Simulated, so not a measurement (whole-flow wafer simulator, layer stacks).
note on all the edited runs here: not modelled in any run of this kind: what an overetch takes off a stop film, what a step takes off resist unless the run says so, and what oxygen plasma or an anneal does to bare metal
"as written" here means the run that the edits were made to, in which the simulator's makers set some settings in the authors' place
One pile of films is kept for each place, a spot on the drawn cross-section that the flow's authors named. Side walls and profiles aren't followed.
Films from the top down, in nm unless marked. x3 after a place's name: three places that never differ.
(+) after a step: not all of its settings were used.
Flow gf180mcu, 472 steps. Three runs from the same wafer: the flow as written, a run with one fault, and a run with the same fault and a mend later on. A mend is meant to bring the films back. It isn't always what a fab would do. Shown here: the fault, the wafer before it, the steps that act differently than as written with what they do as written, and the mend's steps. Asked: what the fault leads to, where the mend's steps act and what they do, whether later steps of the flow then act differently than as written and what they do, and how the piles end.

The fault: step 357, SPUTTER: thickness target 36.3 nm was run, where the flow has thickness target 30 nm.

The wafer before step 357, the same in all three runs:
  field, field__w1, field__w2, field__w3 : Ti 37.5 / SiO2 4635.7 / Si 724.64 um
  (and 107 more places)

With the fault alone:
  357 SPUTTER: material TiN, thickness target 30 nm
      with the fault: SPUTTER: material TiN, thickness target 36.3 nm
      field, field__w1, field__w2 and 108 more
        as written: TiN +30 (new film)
        with the fault: TiN +36.3 (new film)
  Later steps of the flow that act differently than as written:
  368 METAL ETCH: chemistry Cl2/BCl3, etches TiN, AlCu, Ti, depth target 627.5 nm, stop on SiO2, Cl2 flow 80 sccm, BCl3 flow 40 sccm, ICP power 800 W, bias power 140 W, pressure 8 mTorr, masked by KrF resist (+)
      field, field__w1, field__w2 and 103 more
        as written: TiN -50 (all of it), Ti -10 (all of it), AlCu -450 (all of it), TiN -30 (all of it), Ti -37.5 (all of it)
        with the fault: TiN -50 (all of it), Ti -10 (all of it), AlCu -450 (all of it), TiN -36.3 (all of it), Ti -37.5 (all of it)
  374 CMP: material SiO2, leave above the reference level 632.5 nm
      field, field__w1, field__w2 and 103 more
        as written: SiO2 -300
        with the fault: SiO2 -293.7
  At the end the piles differ from the flow's by more than 2% or 0.5 nm, whichever is larger, at field__w8, contact, m1, m1__w1, m1_nw.
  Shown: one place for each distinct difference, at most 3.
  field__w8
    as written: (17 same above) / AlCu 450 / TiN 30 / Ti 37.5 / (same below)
    with the fault: (17 same above) / AlCu 450 / TiN 36.3 / Ti 37.5 / (same below)
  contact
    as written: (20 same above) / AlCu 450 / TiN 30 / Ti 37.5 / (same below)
    with the fault: (20 same above) / AlCu 450 / TiN 36.3 / Ti 37.5 / (same below)

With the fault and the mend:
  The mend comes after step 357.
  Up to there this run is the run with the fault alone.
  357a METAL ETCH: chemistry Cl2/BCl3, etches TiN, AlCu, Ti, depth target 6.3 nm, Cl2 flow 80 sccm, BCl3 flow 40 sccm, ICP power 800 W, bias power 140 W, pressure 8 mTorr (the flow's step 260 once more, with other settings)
      field, field__w1, field__w2 and 108 more
        TiN -6.3
  No later step of the flow acts differently than as written at any place that is followed.
  At the end the piles are the same as the flow's at every place that both follow.
